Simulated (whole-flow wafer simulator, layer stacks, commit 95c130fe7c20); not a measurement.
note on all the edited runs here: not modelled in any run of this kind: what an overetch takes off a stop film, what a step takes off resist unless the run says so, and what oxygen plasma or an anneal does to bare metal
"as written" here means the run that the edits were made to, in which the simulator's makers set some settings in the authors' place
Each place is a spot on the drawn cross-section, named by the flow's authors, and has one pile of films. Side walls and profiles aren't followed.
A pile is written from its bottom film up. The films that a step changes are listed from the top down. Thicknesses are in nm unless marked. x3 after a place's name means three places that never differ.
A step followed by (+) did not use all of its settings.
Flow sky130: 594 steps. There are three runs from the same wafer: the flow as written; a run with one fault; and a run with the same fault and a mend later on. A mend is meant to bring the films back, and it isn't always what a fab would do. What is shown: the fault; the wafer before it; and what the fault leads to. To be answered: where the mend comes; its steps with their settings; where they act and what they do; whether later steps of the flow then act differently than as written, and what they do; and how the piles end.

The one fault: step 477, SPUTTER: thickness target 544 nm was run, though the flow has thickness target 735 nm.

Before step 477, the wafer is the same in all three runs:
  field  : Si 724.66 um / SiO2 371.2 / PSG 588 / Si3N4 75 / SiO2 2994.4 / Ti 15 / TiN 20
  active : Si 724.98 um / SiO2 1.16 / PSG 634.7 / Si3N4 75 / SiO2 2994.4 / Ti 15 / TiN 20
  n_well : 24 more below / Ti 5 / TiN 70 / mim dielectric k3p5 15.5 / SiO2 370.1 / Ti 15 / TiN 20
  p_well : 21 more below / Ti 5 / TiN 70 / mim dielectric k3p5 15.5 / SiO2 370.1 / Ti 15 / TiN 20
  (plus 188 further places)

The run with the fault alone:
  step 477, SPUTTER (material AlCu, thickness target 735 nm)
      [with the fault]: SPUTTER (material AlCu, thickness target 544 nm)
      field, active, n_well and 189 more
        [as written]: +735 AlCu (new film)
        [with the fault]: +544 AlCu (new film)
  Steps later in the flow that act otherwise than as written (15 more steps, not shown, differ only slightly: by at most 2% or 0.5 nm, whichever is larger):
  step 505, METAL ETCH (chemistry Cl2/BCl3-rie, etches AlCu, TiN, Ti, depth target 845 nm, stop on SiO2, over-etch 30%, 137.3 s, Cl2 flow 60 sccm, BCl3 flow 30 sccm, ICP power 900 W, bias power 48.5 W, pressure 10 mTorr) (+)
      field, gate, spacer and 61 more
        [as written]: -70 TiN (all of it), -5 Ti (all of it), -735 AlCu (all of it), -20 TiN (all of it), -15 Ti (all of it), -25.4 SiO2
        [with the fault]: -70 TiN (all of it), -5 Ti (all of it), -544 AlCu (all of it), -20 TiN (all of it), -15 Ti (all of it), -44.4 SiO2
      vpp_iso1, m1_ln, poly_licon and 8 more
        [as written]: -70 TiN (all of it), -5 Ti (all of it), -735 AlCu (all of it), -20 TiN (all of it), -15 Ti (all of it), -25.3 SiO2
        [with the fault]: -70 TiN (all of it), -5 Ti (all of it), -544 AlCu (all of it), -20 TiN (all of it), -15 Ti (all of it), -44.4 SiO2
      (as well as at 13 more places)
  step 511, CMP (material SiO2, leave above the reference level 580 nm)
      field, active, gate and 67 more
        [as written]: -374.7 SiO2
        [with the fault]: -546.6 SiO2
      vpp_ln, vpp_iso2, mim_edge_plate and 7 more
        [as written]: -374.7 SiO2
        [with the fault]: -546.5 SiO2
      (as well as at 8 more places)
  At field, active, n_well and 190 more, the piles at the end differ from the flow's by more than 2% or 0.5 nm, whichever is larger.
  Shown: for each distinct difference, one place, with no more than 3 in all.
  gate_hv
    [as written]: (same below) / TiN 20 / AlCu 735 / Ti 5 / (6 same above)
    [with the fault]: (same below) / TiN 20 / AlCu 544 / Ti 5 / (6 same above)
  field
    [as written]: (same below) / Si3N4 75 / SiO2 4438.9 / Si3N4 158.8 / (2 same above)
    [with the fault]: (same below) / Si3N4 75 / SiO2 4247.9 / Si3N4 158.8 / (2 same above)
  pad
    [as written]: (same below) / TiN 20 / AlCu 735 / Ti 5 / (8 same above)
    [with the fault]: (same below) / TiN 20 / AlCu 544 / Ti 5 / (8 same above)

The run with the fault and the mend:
  The mend follows step 477.
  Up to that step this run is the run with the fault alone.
  step 477a, SPUTTER (material AlCu, thickness target 191 nm) (the flow's step 477 again, with other settings)
      field, active, n_well and 189 more
        +191 AlCu
  Later steps of the flow that are run all act as written at every place that is followed.
  At every place that both follow, the piles at the end match the flow's.
